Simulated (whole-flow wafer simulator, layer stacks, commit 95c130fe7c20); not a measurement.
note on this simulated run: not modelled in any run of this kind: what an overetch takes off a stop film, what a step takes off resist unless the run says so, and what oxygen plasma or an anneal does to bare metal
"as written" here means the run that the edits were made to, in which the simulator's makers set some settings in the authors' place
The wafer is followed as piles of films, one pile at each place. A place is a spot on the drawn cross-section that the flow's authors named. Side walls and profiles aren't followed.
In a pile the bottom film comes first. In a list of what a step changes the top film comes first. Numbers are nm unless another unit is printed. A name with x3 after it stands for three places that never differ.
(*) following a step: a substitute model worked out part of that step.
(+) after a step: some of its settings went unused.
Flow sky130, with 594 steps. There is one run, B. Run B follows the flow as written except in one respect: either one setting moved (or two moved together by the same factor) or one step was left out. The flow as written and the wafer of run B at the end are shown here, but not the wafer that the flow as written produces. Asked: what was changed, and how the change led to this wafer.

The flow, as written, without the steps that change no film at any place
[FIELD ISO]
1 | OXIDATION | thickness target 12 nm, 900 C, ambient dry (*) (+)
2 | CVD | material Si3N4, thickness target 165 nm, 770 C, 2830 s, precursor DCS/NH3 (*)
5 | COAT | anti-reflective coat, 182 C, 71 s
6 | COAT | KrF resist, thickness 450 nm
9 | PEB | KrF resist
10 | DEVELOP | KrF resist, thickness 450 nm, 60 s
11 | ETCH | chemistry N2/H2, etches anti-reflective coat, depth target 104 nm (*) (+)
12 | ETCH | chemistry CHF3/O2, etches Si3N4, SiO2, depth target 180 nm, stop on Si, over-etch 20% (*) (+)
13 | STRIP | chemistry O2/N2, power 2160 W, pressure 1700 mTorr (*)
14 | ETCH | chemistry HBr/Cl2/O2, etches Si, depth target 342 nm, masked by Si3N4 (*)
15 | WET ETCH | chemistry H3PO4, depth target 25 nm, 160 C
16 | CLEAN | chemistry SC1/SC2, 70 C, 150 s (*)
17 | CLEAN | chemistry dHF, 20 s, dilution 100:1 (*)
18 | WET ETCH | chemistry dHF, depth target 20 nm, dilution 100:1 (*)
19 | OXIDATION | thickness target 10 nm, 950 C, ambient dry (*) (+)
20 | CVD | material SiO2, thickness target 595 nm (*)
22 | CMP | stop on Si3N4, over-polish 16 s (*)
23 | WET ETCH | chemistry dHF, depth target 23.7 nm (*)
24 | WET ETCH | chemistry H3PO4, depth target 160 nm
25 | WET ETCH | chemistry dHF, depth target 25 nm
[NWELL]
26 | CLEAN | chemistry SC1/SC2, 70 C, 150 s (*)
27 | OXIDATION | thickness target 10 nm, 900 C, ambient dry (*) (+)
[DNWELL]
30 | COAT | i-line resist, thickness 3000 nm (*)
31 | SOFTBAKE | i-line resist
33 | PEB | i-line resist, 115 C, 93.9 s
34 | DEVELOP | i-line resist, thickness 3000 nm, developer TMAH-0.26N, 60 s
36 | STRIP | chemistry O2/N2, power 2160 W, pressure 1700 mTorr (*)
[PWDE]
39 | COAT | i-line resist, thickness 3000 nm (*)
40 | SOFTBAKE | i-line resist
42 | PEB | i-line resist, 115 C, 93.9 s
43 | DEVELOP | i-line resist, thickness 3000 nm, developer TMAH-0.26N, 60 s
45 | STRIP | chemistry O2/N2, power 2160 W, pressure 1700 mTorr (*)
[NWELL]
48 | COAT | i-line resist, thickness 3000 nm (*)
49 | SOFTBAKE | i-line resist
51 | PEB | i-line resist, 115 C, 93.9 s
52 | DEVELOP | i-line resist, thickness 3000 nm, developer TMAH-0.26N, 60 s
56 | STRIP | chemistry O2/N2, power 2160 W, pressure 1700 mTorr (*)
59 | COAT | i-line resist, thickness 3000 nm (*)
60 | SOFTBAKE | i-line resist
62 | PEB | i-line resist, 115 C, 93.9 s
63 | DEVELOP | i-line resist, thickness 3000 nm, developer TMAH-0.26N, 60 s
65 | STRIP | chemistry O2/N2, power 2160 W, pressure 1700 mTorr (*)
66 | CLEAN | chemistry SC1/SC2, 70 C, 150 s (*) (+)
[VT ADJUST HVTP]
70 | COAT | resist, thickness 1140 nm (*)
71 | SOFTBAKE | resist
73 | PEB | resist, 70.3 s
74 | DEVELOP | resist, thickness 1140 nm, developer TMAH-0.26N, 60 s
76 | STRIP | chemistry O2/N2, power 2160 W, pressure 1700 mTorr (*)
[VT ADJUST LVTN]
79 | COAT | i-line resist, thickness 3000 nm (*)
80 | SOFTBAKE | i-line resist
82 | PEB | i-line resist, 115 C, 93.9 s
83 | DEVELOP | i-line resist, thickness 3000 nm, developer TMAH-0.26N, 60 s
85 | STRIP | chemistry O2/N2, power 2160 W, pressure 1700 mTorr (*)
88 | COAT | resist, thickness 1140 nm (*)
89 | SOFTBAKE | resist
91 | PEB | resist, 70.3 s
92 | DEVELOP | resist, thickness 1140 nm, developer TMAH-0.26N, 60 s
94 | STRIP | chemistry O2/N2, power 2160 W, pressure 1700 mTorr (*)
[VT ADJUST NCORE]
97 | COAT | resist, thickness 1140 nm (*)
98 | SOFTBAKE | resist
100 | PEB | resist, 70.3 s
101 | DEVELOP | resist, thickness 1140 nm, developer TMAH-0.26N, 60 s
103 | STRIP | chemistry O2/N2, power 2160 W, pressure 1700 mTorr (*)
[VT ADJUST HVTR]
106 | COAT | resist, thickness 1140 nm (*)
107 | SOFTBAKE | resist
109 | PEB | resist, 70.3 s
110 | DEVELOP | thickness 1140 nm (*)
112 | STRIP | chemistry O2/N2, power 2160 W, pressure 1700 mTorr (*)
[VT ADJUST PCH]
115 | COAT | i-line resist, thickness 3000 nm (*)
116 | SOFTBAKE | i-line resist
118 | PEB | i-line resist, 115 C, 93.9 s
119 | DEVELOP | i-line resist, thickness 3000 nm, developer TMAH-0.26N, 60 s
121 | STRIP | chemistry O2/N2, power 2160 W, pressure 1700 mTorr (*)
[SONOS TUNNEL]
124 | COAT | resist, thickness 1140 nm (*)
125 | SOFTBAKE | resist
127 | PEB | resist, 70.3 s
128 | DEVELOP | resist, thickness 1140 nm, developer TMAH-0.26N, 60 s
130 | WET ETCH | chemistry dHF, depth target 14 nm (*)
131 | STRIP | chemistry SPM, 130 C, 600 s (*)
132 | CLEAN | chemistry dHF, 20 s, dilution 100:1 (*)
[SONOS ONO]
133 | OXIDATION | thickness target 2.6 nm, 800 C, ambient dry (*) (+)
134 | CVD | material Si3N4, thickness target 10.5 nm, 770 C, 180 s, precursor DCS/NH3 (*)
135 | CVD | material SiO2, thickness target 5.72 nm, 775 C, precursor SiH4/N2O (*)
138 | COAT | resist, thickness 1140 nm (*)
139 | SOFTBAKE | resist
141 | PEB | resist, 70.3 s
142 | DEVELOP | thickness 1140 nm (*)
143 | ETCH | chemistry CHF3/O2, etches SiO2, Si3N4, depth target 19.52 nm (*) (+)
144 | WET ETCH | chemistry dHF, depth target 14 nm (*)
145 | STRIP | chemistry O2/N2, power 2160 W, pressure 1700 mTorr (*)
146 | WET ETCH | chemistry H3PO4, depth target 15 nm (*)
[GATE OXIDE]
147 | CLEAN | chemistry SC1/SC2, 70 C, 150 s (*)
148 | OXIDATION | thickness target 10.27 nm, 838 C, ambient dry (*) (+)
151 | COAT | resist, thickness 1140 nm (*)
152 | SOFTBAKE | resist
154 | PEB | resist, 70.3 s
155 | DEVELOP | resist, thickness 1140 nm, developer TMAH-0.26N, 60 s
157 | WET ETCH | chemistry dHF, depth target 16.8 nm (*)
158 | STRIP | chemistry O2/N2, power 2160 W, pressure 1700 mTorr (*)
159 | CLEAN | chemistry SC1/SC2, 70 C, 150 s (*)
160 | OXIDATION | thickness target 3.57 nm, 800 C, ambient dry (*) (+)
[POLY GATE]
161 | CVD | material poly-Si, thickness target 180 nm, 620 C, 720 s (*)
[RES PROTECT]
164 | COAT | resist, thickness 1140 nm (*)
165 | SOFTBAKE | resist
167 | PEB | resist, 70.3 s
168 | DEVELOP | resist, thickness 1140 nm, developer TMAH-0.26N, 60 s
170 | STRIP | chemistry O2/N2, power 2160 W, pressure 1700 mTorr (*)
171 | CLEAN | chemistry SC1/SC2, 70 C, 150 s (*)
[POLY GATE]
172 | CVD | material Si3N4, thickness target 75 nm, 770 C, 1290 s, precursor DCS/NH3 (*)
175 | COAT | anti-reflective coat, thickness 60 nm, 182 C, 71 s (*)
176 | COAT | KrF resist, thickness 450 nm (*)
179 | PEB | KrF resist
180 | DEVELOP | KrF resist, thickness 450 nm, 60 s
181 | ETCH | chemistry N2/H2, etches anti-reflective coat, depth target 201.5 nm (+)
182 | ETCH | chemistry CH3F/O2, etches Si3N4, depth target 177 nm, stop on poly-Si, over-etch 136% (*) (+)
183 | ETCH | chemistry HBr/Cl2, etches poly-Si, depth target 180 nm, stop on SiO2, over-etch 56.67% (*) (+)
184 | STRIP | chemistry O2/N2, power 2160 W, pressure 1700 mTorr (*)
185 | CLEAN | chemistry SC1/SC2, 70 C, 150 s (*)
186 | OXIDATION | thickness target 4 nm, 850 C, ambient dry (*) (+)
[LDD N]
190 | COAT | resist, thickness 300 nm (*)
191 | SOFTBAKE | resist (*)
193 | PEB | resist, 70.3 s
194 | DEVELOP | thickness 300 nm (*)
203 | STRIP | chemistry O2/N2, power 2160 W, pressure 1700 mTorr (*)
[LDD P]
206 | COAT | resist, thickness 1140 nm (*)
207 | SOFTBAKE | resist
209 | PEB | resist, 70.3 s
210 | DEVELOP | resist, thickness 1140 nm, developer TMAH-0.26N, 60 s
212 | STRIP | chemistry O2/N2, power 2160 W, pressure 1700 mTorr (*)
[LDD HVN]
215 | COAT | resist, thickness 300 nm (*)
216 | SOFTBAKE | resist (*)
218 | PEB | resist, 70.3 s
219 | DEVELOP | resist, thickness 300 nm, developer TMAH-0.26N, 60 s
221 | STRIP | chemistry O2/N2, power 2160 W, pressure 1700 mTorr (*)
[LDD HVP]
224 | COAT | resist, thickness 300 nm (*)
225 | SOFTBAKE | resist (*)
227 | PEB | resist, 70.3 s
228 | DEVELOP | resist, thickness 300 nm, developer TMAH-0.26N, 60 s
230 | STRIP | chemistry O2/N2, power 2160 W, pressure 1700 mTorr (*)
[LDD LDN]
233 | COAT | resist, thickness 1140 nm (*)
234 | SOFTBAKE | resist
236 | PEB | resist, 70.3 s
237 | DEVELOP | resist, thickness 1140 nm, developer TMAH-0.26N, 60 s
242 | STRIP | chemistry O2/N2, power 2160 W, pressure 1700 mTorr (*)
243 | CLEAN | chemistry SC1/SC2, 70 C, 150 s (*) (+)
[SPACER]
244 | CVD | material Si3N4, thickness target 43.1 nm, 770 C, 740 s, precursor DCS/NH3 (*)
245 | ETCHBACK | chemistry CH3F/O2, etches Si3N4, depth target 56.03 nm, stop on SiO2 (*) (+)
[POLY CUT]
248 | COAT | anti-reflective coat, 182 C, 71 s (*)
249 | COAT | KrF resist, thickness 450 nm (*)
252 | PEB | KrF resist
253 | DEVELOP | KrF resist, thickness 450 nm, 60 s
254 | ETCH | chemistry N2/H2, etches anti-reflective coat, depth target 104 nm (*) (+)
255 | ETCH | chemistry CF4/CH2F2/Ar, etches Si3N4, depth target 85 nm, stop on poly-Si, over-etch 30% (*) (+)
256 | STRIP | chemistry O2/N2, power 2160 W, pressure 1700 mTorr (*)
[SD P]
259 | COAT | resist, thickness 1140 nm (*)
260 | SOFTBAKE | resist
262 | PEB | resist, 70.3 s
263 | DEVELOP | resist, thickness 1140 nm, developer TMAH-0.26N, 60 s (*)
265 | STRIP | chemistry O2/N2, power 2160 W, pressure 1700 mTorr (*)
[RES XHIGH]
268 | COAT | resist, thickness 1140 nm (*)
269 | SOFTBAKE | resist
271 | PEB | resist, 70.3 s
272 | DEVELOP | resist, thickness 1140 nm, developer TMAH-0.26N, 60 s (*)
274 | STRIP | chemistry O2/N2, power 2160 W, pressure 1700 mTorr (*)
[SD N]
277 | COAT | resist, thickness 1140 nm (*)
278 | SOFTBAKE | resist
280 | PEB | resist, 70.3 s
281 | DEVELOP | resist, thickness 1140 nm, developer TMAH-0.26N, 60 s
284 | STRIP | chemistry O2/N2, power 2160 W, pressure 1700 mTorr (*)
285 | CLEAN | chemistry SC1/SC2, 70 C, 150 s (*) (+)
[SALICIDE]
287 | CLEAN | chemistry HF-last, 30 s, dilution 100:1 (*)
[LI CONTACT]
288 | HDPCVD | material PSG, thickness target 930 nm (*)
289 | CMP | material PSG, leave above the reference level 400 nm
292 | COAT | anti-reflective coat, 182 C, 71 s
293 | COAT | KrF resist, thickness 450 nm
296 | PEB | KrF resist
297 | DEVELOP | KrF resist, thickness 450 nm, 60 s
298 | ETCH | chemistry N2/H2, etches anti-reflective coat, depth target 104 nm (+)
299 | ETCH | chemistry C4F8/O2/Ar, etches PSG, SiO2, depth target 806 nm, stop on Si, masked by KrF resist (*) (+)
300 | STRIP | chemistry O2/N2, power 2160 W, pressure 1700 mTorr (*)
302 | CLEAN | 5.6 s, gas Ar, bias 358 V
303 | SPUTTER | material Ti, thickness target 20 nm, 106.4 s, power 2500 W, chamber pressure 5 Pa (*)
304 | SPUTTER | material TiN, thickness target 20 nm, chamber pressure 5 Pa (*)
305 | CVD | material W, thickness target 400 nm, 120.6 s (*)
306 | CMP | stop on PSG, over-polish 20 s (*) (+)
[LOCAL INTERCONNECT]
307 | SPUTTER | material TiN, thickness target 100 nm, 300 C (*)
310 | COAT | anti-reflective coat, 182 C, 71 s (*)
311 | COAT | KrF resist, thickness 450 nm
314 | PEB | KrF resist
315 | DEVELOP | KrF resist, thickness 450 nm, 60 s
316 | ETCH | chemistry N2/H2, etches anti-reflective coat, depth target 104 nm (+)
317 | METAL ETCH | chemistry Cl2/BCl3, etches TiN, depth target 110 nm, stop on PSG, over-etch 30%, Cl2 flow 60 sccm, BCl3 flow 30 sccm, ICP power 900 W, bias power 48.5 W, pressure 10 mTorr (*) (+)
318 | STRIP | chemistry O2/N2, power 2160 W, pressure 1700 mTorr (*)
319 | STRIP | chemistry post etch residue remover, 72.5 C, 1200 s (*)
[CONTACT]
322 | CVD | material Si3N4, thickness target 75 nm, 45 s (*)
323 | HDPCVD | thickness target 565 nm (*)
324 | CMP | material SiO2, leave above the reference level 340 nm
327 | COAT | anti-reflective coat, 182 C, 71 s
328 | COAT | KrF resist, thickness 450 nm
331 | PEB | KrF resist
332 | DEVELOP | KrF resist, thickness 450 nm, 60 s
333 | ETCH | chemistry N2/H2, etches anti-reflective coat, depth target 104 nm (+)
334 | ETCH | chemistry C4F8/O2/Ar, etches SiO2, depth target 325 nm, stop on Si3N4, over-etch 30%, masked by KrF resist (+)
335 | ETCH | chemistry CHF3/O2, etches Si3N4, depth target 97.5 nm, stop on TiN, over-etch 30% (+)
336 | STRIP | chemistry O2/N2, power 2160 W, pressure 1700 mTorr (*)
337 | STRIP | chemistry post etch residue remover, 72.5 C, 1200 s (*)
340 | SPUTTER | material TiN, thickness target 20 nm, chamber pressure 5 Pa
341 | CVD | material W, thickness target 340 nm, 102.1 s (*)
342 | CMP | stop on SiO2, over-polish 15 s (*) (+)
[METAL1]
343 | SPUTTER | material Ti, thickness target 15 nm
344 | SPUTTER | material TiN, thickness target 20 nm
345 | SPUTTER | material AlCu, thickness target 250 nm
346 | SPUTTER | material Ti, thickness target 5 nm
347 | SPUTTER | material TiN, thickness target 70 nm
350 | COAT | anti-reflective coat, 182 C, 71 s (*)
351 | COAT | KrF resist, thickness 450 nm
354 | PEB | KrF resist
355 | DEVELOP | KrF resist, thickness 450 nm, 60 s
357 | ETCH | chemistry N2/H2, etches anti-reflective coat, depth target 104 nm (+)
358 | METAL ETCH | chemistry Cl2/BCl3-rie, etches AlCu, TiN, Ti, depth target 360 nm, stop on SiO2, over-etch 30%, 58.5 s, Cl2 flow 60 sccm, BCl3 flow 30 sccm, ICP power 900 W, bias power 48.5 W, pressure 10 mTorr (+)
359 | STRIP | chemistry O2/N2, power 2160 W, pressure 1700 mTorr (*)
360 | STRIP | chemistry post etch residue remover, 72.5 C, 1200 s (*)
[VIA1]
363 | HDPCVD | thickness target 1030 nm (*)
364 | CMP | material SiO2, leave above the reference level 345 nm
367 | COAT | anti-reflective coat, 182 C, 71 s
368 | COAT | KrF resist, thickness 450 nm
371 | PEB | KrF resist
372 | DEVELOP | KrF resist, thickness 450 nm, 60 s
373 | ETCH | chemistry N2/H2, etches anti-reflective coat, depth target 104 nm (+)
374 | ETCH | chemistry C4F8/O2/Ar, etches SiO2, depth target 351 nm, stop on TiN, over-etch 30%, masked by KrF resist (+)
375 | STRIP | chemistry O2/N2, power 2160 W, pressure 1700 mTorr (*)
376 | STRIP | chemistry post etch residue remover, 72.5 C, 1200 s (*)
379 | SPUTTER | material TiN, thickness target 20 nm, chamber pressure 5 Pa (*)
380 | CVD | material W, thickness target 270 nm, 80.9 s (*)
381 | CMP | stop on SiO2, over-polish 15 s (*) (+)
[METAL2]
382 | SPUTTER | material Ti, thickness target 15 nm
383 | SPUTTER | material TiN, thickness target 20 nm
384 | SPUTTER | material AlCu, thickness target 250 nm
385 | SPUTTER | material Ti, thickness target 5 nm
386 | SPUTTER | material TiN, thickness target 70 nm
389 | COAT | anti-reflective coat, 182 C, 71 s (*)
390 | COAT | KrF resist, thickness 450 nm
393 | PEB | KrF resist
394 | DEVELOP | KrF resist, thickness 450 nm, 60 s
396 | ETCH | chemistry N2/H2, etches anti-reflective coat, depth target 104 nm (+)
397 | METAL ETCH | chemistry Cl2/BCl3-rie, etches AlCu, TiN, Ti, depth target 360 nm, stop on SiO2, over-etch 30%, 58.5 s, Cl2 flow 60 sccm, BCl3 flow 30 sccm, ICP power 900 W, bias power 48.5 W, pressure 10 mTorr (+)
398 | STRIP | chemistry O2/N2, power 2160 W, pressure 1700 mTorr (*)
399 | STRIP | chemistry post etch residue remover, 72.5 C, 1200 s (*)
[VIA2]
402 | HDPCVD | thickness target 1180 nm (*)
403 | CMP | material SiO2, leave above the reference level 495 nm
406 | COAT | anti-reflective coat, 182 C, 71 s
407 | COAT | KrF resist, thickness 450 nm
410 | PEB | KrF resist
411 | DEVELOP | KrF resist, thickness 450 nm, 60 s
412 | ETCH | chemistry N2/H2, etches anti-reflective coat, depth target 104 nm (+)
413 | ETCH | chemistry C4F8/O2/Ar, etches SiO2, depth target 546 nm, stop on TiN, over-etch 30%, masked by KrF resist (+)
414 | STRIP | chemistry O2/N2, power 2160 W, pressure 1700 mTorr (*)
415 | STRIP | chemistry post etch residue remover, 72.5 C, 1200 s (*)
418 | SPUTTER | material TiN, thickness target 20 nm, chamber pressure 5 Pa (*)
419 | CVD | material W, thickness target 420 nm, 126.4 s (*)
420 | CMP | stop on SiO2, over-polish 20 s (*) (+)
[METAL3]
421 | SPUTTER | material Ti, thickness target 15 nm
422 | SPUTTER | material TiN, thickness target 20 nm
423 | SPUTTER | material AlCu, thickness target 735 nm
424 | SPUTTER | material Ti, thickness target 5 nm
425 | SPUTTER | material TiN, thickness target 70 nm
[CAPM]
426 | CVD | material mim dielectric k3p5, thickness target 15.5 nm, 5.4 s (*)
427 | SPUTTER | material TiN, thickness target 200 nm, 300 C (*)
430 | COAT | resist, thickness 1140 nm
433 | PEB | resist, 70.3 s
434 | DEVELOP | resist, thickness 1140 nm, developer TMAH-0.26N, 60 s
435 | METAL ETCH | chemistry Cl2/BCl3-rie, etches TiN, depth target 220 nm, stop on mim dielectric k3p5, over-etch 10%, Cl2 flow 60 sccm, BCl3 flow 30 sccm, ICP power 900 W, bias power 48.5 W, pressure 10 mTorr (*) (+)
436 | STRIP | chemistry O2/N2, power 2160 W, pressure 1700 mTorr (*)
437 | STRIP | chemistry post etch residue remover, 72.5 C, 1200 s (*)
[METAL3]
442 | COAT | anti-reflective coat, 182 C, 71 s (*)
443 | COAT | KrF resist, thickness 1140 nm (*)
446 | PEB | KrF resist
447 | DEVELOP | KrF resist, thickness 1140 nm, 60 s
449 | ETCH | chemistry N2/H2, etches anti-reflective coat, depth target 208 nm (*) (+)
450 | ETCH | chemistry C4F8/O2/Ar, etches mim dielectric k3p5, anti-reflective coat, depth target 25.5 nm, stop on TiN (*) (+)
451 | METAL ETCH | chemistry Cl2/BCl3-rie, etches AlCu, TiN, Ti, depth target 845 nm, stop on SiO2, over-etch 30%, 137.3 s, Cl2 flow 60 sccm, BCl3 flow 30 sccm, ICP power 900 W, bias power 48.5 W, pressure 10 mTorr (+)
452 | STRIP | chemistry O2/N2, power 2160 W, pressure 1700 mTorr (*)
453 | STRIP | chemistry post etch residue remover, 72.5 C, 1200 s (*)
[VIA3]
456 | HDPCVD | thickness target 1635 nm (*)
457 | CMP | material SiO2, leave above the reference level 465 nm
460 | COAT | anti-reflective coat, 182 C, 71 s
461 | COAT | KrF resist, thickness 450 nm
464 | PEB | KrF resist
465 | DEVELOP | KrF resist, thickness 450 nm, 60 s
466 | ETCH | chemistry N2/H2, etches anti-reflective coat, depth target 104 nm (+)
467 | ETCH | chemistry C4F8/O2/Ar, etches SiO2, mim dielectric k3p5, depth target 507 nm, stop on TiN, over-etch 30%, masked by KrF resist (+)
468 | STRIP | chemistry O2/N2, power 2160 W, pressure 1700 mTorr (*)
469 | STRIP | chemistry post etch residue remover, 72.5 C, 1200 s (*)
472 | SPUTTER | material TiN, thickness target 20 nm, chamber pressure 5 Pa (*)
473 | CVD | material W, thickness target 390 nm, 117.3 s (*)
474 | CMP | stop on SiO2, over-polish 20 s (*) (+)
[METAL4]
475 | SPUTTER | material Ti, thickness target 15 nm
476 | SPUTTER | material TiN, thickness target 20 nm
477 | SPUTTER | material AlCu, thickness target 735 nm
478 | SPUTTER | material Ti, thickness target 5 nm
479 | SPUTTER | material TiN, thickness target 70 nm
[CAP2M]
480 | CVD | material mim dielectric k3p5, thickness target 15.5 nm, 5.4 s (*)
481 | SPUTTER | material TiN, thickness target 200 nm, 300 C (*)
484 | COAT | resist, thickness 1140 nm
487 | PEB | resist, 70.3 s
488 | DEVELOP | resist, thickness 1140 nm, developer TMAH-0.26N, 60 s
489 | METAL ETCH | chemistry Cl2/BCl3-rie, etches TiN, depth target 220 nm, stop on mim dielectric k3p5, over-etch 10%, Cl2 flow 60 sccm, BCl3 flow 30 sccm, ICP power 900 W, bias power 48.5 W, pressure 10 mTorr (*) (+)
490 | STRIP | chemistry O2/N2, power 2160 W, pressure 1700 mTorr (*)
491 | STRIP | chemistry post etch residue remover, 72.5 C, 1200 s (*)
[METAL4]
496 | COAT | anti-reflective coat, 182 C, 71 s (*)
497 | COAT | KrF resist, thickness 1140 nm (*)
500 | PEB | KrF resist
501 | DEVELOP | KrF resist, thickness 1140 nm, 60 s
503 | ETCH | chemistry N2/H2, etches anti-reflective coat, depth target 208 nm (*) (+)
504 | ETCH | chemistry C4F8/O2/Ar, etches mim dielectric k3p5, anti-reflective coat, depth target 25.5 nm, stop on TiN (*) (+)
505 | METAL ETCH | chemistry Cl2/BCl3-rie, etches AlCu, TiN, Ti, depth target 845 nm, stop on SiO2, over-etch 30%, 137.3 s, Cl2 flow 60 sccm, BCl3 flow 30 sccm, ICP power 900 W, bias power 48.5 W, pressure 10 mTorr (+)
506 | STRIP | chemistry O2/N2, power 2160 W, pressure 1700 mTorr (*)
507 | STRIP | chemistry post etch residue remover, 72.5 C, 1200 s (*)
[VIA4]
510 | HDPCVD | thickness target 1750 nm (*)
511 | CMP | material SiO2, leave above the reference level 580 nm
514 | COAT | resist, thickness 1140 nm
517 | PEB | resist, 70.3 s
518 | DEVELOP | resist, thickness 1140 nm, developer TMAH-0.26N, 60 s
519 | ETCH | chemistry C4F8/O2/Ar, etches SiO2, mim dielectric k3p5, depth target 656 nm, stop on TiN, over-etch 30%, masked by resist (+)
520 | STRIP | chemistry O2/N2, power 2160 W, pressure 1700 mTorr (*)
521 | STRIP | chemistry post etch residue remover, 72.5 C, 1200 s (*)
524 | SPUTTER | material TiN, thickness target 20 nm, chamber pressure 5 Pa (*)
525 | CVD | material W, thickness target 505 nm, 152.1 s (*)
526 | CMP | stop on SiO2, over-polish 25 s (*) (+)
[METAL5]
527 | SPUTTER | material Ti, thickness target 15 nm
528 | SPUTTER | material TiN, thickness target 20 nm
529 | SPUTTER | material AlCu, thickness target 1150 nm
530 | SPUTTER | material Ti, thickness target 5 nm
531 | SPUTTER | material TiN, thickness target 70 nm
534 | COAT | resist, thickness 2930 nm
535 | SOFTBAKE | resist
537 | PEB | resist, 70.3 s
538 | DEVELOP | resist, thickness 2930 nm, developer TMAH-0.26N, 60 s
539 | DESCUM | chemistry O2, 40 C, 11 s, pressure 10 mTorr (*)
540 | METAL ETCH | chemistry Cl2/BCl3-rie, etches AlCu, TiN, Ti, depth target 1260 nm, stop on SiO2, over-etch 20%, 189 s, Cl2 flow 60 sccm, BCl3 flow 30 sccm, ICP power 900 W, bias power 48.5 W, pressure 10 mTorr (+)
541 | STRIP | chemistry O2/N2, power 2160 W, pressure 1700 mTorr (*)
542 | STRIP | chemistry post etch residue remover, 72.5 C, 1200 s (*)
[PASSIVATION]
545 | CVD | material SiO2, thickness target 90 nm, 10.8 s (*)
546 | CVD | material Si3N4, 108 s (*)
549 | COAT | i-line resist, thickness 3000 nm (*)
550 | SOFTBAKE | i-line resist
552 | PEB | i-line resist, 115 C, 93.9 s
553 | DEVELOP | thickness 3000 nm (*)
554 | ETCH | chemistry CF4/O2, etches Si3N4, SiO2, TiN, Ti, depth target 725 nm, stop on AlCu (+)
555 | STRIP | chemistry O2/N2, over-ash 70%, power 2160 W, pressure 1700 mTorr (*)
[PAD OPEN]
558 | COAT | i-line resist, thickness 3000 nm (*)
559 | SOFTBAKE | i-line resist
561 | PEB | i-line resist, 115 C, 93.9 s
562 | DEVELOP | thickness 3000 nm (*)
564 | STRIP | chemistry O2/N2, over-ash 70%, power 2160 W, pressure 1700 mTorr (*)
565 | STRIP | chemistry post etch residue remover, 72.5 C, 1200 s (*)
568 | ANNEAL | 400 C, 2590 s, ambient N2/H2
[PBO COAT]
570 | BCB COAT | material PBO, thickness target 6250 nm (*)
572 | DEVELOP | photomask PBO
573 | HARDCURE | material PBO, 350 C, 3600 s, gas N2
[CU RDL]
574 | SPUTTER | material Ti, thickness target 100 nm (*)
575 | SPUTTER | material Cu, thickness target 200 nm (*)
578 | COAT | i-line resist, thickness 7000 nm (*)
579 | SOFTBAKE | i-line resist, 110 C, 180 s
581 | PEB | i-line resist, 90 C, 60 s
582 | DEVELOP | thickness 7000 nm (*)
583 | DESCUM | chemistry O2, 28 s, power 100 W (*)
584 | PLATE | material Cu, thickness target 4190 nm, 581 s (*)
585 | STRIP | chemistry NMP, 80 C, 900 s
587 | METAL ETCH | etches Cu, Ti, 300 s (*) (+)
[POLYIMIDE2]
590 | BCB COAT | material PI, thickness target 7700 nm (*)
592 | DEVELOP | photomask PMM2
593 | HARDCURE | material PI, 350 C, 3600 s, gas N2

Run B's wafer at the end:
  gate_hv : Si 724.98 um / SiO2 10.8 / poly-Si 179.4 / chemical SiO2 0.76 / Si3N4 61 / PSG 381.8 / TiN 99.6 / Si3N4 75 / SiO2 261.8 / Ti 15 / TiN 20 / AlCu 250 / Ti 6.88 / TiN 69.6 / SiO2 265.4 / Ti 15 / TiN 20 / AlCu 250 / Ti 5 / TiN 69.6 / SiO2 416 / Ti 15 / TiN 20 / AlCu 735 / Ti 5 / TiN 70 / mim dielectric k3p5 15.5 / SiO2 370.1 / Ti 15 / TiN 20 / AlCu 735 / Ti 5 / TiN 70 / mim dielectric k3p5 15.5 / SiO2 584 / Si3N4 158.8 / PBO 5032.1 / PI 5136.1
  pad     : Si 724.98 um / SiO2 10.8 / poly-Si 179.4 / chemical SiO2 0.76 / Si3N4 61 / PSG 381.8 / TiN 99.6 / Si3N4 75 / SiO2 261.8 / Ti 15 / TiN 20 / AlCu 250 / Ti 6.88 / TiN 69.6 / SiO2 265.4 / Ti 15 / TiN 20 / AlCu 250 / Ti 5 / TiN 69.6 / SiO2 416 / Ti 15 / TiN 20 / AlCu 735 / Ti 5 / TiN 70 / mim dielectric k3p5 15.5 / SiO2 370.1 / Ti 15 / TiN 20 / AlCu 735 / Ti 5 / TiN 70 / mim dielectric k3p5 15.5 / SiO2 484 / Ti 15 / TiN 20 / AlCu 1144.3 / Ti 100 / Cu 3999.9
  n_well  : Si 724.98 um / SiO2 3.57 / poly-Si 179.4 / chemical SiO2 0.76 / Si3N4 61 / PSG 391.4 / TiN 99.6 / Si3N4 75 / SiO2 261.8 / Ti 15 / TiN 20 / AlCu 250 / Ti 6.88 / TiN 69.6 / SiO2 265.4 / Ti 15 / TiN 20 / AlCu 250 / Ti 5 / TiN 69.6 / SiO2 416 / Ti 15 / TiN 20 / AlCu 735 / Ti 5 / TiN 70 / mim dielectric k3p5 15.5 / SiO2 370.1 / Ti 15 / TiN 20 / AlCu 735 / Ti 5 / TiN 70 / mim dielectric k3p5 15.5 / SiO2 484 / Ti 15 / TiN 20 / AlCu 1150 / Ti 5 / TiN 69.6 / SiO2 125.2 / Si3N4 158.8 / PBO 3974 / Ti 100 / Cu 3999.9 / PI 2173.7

What caused this: step 346, SPUTTER: thickness target 6.88 nm was run, though the flow has thickness target 5 nm.
The wafer lets one read it off: gate_hv has Ti 6.88, and step 346 as written asks for 5 nm.

Step by step, how the change led to this:
  346 | SPUTTER | material Ti, thickness target 5 nm
      field, active, n_well and 188 more: +6.88 Ti (new film) (in the flow as written it would be: +5 Ti (new film))
  358 | METAL ETCH | chemistry Cl2/BCl3-rie, etches AlCu, TiN, Ti, depth target 360 nm, stop on SiO2, over-etch 30%, 58.5 s, Cl2 flow 60 sccm, BCl3 flow 30 sccm, ICP power 900 W, bias power 48.5 W, pressure 10 mTorr (+)
      field, active, gate and 81 more: -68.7 TiN (all of it), -6.88 Ti (all of it), -250 AlCu (all of it), -20 TiN (all of it), -15 Ti (all of it), -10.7 SiO2 (in the flow as written it would be: -68.7 TiN (all of it), -5 Ti (all of it), -250 AlCu (all of it), -20 TiN (all of it), -15 Ti (all of it), -10.9 SiO2)
